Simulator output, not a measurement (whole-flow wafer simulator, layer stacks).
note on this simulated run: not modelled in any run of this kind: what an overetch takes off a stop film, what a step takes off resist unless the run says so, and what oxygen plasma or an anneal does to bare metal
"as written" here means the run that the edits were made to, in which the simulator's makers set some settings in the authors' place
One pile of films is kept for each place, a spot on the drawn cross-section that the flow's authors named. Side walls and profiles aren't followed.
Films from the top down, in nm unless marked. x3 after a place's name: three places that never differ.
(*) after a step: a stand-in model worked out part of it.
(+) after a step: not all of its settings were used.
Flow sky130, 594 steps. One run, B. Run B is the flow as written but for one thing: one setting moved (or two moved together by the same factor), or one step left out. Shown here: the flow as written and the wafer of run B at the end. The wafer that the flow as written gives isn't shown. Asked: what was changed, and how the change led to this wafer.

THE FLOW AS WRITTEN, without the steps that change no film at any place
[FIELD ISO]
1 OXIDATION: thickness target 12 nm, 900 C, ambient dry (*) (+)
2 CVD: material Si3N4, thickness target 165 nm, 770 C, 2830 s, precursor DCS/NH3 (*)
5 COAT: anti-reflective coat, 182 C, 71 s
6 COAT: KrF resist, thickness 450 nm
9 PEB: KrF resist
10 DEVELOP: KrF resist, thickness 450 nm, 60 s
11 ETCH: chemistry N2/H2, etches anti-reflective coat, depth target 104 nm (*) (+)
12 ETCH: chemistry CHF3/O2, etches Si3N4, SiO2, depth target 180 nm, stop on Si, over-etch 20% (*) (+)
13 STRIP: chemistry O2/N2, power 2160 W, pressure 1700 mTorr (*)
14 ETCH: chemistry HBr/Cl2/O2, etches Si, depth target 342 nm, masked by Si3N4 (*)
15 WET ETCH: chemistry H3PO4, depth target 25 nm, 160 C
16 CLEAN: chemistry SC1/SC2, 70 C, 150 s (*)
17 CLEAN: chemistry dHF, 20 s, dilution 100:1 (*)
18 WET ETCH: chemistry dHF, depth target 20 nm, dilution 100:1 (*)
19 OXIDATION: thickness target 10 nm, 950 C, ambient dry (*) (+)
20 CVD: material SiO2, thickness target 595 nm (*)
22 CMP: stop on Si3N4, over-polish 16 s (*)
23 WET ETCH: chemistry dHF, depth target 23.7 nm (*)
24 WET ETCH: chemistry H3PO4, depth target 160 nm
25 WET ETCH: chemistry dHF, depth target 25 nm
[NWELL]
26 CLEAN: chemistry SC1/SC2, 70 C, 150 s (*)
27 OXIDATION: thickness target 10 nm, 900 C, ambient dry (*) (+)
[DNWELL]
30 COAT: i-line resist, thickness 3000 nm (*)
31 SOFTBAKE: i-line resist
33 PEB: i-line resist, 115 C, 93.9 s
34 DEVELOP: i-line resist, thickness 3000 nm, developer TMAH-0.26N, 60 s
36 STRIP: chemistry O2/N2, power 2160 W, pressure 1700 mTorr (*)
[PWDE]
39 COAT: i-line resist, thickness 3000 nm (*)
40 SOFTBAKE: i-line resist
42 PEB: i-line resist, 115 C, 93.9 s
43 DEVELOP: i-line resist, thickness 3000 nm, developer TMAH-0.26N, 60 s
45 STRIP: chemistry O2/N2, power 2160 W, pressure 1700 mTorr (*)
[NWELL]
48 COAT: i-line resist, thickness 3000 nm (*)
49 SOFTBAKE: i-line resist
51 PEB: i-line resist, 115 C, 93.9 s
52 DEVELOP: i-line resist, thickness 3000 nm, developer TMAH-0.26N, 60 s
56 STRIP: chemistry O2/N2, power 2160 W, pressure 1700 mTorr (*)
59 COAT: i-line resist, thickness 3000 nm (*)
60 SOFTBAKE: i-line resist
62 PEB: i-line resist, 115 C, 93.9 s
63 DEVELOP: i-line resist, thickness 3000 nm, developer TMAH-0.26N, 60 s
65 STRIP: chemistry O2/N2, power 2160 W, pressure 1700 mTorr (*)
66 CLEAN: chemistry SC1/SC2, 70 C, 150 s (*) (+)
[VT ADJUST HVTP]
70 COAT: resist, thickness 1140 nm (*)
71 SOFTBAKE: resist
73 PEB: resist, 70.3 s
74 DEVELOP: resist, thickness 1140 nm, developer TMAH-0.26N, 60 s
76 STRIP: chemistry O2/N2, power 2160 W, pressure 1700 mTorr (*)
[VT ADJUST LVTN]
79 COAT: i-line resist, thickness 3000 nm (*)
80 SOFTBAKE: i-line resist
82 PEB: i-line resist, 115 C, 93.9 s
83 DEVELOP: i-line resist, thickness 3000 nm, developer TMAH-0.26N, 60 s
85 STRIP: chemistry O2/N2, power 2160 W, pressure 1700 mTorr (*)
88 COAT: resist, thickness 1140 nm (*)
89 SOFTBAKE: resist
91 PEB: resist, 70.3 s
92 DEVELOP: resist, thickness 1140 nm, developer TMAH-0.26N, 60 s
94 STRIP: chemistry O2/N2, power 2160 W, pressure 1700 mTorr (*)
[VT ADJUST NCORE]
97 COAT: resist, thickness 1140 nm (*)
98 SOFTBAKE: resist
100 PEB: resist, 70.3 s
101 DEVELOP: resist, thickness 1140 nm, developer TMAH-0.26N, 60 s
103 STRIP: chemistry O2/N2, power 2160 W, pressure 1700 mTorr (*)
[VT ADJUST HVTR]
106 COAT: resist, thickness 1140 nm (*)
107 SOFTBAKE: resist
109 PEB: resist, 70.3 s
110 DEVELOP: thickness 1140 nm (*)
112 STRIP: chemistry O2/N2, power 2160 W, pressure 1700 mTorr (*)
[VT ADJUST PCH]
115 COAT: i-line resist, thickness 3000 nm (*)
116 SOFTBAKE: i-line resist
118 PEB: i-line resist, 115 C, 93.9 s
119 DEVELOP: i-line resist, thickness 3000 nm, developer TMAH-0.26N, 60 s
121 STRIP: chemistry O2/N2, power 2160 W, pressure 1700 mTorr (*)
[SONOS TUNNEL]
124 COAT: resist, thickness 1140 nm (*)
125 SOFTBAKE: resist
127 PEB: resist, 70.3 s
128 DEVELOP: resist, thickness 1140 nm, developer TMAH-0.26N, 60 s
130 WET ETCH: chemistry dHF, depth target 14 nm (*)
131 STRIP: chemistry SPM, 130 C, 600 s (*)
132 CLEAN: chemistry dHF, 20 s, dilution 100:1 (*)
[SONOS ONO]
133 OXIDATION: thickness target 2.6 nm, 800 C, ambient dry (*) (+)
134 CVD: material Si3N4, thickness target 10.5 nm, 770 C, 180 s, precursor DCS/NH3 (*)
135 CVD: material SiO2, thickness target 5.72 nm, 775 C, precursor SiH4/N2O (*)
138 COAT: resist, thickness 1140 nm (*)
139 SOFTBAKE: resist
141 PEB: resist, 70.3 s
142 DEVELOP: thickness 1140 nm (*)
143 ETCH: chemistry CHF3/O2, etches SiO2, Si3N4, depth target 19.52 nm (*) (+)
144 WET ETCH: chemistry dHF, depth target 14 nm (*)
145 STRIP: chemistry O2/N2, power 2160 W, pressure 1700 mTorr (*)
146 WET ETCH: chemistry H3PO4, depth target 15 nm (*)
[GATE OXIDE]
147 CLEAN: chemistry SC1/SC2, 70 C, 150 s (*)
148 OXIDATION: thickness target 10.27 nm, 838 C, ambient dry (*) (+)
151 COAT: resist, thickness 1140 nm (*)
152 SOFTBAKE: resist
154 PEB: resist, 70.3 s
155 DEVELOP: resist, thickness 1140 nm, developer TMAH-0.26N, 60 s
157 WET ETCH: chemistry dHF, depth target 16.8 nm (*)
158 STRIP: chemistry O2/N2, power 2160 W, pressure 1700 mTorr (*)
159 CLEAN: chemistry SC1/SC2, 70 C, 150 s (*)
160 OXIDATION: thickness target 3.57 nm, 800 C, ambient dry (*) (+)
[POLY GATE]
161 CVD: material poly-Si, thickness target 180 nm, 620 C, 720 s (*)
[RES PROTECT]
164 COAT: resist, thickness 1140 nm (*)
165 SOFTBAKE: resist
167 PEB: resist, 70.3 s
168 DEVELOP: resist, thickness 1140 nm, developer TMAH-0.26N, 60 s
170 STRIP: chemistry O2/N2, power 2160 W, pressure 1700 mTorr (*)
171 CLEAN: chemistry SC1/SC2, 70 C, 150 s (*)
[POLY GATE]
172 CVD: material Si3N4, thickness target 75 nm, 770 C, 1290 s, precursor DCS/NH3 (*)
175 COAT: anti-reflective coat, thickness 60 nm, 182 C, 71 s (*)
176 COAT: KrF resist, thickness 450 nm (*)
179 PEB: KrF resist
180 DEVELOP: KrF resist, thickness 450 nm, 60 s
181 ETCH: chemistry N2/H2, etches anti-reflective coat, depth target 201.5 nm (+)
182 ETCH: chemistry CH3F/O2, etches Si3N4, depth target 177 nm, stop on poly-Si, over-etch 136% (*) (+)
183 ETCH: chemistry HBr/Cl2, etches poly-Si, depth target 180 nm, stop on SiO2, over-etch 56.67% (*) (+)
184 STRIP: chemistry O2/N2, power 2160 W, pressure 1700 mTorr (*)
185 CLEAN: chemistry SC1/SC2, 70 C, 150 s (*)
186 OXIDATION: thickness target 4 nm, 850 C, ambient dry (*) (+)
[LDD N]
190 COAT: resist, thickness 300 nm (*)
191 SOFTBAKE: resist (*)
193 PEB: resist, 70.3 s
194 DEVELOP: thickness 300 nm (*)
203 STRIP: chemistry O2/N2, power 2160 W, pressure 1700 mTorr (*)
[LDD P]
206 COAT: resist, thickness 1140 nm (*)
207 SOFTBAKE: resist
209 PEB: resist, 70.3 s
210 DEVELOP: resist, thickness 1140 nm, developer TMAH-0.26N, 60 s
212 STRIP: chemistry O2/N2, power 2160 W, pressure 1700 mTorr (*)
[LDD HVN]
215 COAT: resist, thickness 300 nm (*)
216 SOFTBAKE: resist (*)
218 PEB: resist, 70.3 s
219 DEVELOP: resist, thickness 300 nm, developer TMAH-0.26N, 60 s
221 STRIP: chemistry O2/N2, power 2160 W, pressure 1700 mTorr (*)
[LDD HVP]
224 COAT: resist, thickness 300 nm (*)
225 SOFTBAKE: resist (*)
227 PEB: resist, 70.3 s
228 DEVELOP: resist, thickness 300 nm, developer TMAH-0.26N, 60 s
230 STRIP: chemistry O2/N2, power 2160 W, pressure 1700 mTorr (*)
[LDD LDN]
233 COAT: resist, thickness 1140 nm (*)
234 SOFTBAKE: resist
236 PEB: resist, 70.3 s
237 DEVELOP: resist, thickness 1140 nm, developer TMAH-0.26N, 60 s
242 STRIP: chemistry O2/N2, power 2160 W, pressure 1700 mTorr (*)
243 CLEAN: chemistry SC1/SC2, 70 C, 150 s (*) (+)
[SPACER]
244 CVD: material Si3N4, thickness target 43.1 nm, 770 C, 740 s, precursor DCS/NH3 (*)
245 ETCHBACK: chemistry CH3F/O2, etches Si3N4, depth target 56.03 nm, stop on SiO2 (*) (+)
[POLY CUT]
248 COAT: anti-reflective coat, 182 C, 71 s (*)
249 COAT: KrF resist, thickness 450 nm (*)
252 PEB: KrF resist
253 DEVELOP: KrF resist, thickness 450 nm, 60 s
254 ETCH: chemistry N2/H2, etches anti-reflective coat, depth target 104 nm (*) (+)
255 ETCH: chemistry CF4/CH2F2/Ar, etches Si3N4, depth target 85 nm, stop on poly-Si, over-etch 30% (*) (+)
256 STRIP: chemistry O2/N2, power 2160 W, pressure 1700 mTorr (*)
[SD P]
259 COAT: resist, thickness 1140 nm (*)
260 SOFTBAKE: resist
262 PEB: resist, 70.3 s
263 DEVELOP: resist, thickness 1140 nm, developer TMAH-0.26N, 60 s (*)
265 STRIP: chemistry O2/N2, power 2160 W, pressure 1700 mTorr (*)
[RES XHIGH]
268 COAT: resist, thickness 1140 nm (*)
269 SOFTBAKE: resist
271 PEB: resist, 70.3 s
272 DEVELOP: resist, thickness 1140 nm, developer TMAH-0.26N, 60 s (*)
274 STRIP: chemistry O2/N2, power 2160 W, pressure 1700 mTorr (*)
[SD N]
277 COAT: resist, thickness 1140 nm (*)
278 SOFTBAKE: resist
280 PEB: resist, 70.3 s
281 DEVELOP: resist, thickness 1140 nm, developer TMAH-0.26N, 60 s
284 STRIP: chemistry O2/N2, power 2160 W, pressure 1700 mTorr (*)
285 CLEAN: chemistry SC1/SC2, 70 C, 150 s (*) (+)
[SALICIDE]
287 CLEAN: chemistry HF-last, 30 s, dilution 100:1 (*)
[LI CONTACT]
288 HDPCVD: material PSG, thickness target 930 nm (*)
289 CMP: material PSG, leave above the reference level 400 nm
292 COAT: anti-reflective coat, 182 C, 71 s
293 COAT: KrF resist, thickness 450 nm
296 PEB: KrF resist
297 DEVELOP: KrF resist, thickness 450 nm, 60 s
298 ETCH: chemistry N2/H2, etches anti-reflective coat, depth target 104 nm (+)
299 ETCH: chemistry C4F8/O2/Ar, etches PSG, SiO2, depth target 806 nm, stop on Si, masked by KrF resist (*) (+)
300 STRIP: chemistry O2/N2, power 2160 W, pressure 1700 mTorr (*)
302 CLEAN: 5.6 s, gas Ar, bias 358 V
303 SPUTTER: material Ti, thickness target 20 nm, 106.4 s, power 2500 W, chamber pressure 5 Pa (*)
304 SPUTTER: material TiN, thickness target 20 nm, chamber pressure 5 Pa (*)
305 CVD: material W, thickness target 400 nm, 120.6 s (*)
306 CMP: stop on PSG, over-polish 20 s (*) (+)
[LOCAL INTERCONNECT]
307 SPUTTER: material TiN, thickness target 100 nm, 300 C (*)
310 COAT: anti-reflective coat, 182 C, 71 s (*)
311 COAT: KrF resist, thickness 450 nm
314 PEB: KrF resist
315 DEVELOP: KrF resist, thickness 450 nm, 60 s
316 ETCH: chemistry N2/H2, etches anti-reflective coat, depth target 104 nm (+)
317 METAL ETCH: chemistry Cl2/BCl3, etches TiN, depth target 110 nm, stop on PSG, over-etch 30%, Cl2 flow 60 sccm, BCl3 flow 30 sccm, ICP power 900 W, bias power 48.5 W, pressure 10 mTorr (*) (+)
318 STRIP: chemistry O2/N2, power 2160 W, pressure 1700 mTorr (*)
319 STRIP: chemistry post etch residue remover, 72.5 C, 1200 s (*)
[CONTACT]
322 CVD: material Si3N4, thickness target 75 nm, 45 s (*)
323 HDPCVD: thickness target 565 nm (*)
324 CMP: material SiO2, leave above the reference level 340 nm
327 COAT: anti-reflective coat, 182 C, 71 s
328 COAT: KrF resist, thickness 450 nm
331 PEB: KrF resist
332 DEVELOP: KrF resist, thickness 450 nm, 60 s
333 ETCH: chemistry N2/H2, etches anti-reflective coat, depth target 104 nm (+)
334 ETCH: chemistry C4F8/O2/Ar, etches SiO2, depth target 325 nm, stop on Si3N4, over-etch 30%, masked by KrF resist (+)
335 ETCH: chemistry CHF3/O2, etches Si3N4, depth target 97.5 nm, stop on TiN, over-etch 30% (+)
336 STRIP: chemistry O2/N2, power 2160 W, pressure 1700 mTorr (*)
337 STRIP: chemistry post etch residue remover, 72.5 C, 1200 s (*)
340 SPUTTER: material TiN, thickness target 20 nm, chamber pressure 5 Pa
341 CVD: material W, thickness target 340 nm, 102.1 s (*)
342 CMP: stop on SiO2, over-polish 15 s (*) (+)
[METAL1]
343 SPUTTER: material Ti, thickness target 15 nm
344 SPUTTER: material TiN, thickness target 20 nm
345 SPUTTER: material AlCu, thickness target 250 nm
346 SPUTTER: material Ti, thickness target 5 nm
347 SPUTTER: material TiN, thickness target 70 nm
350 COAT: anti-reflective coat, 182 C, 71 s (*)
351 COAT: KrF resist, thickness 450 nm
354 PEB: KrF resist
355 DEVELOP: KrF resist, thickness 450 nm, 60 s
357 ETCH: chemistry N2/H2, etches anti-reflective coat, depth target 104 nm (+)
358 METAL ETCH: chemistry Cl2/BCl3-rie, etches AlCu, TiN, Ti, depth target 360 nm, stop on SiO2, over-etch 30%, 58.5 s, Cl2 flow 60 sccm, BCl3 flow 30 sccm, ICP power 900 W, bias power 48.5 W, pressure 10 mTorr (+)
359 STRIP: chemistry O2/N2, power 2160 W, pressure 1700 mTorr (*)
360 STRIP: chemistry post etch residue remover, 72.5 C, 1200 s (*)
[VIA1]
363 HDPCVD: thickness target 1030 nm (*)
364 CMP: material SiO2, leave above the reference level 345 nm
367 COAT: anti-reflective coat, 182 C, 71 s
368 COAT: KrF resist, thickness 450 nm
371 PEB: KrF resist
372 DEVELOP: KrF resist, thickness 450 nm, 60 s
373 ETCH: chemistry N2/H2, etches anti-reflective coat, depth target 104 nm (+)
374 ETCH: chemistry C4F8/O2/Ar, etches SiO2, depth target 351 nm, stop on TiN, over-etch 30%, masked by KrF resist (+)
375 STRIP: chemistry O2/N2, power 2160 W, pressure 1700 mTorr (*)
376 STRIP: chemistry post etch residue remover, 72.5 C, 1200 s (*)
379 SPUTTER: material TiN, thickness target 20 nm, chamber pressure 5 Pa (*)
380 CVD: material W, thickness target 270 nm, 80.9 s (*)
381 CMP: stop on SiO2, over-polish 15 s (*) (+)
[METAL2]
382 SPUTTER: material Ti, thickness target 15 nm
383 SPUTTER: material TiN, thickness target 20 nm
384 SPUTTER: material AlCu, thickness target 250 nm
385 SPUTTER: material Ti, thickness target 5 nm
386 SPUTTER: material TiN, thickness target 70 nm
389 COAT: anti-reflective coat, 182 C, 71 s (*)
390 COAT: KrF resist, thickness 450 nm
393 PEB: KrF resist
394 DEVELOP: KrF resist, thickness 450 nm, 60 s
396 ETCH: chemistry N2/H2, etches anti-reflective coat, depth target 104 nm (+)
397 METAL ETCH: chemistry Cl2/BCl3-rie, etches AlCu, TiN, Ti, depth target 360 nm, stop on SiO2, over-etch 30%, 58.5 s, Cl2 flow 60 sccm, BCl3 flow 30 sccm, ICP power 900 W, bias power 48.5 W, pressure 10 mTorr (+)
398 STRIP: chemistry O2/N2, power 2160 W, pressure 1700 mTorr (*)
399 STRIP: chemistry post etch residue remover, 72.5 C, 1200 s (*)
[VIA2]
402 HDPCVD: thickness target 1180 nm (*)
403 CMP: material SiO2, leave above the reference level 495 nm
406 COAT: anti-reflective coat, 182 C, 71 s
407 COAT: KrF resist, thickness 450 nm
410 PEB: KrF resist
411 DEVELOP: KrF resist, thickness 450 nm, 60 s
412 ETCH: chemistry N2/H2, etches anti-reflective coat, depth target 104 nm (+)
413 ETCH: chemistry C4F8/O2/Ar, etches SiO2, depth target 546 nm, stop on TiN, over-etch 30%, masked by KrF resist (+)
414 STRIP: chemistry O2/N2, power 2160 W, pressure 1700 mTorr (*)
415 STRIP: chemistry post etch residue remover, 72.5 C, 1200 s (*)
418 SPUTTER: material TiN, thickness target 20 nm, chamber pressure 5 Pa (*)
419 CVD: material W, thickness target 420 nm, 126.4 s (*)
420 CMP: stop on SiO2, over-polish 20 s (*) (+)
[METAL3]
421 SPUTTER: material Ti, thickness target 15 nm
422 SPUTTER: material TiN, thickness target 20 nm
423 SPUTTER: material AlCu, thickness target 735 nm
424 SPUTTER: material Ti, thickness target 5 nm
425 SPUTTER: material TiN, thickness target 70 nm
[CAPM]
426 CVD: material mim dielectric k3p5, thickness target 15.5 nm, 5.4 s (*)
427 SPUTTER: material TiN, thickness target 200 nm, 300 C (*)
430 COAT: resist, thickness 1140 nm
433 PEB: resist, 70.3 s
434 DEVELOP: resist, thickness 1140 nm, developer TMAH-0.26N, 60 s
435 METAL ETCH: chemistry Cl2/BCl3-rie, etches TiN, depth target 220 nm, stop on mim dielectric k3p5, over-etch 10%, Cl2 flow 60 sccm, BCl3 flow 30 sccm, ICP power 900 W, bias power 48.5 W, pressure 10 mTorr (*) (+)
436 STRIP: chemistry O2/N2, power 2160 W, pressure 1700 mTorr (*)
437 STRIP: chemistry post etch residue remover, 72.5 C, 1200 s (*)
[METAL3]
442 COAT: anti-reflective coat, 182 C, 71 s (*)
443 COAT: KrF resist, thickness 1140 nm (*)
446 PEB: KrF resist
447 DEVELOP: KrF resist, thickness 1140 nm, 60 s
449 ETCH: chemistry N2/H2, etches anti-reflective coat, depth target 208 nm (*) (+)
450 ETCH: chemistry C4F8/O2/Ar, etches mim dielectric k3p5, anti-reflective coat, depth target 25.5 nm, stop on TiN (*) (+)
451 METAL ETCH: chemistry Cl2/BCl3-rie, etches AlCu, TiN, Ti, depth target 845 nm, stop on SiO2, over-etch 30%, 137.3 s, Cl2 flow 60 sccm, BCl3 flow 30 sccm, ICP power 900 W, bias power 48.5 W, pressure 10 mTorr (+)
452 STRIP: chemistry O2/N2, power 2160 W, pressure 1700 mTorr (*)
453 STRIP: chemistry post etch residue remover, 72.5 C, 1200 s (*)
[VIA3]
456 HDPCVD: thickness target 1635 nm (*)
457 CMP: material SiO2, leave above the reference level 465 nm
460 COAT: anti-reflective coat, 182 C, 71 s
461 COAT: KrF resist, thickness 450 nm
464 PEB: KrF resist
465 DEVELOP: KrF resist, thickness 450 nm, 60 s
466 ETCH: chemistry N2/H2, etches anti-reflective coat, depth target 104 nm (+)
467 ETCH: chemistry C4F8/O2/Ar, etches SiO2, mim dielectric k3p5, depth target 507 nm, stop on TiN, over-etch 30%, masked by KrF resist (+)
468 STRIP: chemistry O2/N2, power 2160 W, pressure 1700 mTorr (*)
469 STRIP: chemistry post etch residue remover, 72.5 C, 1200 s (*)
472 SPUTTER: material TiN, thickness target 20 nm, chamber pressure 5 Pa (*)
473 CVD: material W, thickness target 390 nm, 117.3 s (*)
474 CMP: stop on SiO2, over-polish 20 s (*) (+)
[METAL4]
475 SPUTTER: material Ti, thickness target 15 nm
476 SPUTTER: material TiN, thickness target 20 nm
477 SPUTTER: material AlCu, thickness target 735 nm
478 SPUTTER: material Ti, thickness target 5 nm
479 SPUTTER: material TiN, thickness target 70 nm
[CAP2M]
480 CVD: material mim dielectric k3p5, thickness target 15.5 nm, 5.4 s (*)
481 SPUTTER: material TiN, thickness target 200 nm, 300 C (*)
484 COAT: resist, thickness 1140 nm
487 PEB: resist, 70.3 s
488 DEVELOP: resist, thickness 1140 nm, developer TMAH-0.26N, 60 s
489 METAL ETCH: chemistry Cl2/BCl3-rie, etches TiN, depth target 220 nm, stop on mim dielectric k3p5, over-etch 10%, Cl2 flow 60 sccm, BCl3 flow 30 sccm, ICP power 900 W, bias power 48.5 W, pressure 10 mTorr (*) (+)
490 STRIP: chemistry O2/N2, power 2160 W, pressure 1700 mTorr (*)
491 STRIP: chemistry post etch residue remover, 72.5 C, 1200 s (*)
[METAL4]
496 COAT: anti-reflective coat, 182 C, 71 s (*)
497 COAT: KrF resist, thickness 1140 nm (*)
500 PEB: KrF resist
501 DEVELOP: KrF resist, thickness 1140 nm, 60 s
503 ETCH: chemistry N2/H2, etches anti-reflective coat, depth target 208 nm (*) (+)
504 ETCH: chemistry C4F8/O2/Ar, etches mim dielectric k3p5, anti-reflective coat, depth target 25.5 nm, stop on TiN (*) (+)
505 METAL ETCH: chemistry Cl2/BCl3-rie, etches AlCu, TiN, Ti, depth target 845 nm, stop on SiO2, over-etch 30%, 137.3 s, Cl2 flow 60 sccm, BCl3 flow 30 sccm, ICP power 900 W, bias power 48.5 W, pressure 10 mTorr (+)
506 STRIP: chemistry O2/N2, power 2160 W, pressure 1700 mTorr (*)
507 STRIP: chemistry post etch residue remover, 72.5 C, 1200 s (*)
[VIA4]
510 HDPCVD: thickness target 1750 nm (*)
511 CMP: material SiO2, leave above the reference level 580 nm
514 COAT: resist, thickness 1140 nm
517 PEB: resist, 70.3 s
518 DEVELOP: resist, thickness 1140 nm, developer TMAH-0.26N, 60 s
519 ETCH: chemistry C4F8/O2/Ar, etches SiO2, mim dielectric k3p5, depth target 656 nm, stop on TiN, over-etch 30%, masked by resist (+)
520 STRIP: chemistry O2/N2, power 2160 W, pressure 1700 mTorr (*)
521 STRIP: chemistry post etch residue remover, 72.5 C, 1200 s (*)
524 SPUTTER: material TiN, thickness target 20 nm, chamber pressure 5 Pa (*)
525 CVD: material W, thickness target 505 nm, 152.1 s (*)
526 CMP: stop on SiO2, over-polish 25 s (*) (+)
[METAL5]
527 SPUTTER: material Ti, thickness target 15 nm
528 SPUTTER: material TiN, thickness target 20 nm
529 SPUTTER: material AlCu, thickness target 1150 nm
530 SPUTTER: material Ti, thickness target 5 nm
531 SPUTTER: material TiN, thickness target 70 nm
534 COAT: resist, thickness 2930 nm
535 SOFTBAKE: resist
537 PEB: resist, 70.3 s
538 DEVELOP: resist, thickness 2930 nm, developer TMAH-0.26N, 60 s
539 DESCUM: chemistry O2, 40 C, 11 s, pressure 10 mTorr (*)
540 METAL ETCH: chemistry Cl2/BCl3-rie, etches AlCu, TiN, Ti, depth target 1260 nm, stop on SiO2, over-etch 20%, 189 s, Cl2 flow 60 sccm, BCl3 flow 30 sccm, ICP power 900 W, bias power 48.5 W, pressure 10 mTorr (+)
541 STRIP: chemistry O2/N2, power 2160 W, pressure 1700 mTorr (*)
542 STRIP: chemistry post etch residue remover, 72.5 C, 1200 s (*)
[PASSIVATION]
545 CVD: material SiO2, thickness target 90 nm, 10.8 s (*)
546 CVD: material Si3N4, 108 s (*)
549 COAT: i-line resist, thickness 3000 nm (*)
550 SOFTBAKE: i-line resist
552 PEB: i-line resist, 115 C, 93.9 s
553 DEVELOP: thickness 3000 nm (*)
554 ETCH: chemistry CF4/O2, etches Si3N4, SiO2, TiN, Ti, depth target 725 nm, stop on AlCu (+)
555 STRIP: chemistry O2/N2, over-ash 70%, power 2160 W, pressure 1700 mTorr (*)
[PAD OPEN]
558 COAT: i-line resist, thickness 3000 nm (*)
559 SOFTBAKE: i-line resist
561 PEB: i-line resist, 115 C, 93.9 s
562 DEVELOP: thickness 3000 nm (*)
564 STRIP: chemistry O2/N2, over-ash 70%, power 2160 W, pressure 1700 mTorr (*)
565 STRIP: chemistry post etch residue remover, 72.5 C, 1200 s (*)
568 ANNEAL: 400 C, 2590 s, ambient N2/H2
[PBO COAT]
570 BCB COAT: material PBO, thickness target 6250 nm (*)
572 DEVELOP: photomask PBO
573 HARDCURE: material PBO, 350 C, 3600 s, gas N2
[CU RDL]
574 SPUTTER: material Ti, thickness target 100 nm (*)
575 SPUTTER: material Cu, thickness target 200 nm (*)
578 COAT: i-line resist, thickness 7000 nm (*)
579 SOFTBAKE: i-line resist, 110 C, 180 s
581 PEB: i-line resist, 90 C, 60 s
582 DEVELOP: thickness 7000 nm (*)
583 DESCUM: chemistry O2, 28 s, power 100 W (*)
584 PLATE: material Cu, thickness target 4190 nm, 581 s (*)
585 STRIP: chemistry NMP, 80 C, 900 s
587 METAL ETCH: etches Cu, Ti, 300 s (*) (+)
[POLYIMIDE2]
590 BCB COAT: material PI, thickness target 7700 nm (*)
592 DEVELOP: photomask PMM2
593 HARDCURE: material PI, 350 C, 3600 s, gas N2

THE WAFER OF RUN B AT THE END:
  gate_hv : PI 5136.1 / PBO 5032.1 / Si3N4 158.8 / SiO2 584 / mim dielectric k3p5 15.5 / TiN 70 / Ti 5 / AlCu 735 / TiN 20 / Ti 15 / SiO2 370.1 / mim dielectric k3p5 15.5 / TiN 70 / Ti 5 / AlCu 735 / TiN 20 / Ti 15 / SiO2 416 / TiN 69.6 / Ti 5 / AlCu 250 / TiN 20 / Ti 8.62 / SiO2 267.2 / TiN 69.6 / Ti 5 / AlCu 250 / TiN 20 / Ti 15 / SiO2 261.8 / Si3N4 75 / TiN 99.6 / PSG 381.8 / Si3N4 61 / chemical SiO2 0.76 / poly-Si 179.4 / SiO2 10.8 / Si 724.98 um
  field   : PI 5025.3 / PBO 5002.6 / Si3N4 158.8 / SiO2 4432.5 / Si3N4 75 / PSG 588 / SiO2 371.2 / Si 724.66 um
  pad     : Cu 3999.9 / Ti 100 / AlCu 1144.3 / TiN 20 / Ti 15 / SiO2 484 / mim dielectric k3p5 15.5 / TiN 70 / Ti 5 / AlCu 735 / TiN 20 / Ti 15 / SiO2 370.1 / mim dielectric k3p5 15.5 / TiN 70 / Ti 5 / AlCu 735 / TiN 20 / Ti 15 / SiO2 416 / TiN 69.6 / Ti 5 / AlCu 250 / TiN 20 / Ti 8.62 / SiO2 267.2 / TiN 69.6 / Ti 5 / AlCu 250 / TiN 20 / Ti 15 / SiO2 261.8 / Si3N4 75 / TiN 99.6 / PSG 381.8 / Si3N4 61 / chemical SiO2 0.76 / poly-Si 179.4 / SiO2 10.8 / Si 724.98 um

The cause: step 382, SPUTTER: thickness target 8.62 nm was run, where the flow has thickness target 15 nm.
It can be read off the wafer: gate_hv has Ti 8.62, and step 382 as written asks for 15 nm.

How the change led to this, step by step:
  382 SPUTTER: material Ti, thickness target 15 nm
      field, active, n_well and 188 more: Ti +8.62 (new film) (as written it would be: Ti +15 (new film))
  397 METAL ETCH: chemistry Cl2/BCl3-rie, etches AlCu, TiN, Ti, depth target 360 nm, stop on SiO2, over-etch 30%, 58.5 s, Cl2 flow 60 sccm, BCl3 flow 30 sccm, ICP power 900 W, bias power 48.5 W, pressure 10 mTorr (+)
      field, active, gate and 82 more: TiN -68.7 (all of it), Ti -5 (all of it), AlCu -250 (all of it), TiN -20 (all of it), Ti -8.62 (all of it), SiO2 -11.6 (as written it would be: TiN -68.7 (all of it), Ti -5 (all of it), AlCu -250 (all of it), TiN -20 (all of it), Ti -15 (all of it), SiO2 -10.9)
